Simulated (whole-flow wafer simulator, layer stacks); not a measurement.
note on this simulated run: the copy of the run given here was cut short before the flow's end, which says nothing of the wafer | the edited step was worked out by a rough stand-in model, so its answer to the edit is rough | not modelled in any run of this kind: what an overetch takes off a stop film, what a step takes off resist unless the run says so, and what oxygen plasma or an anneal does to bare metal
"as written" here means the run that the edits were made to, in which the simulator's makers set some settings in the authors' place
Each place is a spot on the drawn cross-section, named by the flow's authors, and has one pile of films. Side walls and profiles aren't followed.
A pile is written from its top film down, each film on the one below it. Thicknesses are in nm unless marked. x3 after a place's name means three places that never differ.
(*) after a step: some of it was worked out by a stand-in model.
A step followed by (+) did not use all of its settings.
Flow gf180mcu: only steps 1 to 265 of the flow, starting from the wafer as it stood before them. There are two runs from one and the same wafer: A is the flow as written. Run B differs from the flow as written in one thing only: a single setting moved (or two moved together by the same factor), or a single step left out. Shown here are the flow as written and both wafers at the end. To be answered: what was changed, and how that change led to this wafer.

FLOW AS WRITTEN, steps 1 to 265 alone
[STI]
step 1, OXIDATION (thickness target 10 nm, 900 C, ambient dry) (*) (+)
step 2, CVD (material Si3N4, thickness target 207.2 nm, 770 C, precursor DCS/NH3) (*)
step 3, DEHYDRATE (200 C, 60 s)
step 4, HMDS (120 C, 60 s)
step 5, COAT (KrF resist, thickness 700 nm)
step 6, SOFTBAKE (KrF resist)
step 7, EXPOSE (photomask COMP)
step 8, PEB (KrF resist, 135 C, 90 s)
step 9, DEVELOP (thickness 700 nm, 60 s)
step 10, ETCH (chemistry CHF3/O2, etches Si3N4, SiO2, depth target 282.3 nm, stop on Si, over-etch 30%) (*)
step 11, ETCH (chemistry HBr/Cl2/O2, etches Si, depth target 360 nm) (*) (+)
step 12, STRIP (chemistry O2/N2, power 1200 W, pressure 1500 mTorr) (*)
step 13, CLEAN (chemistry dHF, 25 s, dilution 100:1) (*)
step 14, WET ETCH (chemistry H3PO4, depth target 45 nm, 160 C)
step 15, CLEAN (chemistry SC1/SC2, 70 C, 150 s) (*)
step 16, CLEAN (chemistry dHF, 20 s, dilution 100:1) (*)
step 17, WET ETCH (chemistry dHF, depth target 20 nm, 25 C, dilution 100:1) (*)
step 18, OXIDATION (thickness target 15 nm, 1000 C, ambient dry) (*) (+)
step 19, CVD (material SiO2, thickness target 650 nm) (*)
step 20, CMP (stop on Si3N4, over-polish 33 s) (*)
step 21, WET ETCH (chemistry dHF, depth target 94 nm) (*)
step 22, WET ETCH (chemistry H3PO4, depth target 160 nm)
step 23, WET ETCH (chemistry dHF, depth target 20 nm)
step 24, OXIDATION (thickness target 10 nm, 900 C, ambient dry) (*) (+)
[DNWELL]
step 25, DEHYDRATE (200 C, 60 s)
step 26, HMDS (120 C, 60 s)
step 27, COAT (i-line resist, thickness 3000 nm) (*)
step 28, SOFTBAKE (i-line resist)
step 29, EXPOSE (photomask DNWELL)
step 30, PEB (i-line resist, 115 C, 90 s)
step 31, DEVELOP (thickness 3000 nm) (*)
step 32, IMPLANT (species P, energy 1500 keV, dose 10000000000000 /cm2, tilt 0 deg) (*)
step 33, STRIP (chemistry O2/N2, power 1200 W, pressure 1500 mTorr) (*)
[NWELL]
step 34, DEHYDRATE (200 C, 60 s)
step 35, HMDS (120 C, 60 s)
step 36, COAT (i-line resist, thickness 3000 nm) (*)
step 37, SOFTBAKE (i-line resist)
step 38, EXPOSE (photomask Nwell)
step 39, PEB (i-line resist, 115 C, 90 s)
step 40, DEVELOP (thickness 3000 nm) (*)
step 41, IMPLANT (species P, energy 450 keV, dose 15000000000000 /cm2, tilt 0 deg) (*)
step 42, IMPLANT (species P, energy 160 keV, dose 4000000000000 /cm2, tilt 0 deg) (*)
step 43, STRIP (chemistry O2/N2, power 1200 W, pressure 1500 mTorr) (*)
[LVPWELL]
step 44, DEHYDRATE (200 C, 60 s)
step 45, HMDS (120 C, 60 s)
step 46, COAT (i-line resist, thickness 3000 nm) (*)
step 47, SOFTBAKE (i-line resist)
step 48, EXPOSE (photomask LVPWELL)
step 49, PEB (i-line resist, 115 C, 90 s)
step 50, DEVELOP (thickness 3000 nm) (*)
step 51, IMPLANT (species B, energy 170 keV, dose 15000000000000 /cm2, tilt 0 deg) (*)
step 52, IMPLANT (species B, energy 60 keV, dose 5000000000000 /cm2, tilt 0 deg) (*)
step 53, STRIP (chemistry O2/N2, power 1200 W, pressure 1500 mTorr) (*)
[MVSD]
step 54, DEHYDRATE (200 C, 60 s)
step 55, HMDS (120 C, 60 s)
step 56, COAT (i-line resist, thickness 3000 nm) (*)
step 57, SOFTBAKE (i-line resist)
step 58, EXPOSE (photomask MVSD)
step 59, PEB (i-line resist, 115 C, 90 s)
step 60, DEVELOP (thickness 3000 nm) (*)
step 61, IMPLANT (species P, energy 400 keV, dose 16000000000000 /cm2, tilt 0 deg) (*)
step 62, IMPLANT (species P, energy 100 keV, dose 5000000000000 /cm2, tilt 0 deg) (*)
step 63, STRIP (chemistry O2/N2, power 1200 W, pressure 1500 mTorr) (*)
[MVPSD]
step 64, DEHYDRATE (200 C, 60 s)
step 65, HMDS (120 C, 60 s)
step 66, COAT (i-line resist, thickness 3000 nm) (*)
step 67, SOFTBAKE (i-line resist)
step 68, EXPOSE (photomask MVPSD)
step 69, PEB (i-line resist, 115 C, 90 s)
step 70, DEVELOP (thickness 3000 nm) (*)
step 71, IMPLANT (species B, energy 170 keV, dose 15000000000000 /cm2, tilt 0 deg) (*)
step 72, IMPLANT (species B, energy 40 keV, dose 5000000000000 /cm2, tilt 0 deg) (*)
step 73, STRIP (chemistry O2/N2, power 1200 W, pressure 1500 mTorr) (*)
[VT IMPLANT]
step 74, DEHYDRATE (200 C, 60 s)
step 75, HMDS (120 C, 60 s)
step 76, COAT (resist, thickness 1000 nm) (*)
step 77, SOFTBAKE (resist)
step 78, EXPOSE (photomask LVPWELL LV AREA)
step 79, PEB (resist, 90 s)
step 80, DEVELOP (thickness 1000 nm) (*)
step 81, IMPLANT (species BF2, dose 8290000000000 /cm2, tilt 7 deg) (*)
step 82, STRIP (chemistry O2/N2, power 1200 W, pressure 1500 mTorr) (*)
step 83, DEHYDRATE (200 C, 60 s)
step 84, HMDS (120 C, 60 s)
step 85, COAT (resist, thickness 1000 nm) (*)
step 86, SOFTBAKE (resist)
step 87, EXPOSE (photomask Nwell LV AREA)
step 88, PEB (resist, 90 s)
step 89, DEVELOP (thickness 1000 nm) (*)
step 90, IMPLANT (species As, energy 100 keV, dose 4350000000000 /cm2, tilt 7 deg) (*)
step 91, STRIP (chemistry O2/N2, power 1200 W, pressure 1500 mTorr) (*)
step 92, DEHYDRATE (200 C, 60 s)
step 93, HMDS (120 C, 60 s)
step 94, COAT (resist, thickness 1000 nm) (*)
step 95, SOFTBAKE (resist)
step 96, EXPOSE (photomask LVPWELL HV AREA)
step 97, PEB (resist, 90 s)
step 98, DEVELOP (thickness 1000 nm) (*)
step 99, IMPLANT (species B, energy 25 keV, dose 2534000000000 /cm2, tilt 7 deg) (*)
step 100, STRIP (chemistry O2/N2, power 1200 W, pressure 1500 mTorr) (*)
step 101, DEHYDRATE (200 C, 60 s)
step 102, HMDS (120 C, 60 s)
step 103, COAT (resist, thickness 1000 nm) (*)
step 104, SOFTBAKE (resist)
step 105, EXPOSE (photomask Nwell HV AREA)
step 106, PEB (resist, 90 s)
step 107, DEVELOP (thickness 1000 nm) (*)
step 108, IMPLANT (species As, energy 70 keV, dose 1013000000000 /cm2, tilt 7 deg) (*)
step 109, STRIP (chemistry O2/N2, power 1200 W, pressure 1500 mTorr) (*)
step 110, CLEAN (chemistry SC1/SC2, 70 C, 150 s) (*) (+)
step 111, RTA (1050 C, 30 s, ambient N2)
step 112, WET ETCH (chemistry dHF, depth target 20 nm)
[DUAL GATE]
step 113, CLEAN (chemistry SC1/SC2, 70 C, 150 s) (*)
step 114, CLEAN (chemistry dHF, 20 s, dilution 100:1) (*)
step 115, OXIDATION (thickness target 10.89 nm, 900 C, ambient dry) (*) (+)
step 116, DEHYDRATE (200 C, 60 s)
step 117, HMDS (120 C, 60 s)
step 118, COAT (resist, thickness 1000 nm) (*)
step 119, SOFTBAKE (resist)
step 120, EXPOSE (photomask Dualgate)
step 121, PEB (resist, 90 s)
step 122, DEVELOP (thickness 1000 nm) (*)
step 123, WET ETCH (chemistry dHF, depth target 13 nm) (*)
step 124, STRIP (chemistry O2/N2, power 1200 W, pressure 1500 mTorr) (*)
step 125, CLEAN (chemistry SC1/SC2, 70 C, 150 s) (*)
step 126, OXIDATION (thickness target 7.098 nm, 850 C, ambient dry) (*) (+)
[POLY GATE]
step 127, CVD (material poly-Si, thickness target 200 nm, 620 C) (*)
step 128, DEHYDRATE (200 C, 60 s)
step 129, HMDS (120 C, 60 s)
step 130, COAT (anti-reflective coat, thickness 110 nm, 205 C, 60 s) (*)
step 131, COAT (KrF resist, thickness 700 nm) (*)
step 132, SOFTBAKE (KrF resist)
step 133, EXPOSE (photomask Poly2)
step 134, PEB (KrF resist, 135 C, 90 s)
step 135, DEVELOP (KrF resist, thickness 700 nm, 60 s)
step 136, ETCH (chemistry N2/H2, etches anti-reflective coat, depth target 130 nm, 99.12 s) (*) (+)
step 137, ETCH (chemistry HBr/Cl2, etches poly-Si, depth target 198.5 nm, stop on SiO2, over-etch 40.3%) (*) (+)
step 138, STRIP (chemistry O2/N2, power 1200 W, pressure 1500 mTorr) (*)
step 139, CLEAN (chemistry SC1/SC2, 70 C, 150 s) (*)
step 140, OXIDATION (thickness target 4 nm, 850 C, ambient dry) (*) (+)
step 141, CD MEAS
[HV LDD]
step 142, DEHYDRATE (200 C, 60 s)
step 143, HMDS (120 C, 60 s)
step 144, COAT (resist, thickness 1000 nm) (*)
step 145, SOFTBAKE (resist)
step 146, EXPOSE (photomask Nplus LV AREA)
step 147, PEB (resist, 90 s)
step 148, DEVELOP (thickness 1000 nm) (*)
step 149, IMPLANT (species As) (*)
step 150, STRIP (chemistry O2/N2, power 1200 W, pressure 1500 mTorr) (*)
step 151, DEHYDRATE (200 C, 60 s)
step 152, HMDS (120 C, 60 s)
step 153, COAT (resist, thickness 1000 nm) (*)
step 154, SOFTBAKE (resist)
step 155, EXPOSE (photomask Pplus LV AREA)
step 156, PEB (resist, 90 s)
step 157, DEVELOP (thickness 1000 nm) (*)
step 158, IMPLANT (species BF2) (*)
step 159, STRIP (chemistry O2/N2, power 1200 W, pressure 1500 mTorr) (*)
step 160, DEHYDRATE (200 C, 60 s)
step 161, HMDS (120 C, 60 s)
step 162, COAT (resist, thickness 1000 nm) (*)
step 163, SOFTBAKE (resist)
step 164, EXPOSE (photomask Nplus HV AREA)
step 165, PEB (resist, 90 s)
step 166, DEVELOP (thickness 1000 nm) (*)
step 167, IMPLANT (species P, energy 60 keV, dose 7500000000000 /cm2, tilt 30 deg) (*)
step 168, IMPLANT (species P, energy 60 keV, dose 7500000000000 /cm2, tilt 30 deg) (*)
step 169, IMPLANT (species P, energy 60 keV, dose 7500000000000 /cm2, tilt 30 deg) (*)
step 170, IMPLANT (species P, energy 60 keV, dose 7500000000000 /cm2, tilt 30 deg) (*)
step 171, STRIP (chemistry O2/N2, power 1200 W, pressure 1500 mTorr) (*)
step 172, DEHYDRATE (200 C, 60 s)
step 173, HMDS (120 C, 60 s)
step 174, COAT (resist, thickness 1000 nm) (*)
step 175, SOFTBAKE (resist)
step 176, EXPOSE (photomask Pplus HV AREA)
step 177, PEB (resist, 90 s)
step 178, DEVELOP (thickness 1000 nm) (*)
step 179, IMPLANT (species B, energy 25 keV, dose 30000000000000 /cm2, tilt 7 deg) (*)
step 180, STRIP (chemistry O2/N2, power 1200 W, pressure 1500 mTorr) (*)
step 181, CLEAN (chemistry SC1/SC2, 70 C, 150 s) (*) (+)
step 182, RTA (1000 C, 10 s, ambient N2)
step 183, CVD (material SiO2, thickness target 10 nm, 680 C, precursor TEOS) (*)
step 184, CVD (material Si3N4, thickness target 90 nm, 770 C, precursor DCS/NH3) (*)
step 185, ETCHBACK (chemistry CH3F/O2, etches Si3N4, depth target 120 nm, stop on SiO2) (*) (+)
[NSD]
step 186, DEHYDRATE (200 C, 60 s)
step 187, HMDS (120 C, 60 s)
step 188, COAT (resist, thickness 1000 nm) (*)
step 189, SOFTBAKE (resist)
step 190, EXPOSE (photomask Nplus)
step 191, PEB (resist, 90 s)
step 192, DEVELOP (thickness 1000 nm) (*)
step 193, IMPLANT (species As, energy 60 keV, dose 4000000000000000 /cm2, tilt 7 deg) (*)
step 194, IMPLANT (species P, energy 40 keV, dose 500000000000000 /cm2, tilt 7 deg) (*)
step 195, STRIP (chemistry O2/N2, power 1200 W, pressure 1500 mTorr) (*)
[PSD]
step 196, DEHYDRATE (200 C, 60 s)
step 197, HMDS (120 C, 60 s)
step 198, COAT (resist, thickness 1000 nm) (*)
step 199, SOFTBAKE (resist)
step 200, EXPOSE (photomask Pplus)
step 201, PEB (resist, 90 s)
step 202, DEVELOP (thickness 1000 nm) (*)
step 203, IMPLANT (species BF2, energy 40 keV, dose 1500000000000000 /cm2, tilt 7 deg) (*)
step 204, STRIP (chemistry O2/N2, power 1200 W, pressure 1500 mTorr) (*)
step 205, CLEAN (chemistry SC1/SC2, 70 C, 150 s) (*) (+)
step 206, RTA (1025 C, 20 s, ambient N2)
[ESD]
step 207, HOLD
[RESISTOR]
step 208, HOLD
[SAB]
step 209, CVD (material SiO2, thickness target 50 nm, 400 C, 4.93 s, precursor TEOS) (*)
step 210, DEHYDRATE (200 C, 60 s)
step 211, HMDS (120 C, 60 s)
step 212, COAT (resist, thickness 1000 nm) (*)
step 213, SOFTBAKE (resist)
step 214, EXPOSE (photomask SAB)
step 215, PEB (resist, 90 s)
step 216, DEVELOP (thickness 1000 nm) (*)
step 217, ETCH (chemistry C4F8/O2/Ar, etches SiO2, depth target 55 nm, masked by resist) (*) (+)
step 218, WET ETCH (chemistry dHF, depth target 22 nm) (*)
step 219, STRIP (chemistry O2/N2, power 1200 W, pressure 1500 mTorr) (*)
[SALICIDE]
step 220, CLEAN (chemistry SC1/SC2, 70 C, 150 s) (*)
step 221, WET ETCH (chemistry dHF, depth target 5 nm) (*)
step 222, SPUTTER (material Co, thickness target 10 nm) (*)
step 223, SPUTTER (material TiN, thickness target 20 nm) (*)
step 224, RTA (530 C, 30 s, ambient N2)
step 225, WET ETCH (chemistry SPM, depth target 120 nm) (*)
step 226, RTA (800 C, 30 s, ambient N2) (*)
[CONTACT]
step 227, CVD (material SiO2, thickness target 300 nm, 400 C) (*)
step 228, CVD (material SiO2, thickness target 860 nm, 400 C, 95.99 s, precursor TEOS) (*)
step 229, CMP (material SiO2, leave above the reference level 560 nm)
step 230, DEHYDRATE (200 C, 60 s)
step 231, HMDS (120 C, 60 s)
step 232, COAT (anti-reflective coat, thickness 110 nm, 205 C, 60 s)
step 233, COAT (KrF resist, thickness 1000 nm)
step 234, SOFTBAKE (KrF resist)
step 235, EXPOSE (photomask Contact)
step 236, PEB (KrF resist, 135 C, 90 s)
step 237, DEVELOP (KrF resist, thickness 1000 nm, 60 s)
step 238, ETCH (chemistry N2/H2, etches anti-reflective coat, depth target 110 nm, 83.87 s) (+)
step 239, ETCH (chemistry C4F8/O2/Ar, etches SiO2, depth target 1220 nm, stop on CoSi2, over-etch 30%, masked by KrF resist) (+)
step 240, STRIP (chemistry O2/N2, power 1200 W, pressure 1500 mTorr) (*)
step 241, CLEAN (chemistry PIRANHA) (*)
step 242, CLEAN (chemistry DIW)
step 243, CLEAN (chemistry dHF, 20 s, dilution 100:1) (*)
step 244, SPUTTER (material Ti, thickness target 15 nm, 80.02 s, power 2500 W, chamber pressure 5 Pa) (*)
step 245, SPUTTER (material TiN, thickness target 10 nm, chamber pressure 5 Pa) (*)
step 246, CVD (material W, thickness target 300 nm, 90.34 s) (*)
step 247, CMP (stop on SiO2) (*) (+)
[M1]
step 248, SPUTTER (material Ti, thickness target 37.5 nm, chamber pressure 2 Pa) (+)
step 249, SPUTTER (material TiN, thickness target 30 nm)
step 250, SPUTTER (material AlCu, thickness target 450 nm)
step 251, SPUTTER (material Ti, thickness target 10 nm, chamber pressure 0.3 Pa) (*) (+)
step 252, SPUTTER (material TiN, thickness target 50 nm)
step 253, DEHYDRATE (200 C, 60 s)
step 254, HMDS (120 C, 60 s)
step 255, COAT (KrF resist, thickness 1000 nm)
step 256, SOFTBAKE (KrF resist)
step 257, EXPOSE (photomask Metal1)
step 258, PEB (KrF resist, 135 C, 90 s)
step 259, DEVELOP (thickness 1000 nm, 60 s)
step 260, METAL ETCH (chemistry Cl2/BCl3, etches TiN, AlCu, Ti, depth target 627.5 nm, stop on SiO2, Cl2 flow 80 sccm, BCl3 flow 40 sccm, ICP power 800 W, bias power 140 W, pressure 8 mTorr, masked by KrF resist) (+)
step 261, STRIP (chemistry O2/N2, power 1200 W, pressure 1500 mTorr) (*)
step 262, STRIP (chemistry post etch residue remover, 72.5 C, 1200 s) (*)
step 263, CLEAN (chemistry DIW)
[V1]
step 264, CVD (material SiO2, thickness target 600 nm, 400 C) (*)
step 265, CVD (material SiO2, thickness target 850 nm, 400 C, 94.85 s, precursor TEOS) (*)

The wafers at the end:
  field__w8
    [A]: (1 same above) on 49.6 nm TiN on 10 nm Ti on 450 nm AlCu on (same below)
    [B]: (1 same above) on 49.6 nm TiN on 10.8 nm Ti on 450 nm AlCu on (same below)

What caused this: step 251, SPUTTER: thickness target 10.8 nm was run, while the flow as written has thickness target 10 nm.
One can read it off the wafer: field__w8 has Ti 10.8, and step 251 as written asks for 10 nm.

How this came from the change, step by step:
  step 251, SPUTTER (material Ti, thickness target 10 nm, chamber pressure 0.3 Pa) (*) (+)
      field, field__w1, field__w2 and 108 more: A Ti gains 10 (new film) | B Ti gains 10.8 (new film)
  step 260, METAL ETCH (chemistry Cl2/BCl3, etches TiN, AlCu, Ti, depth target 627.5 nm, stop on SiO2, Cl2 flow 80 sccm, BCl3 flow 40 sccm, ICP power 800 W, bias power 140 W, pressure 8 mTorr, masked by KrF resist) (+)
      field, field__w1, field__w2 and 99 more: A TiN loses 50 (all of it), Ti loses 10 (all of it), AlCu loses 450 (all of it), TiN loses 30 (all of it), Ti loses 37.5 (all of it) | B TiN loses 50 (all of it), Ti loses 10.8 (all of it), AlCu loses 450 (all of it), TiN loses 30 (all of it), Ti loses 37.5 (all of it)
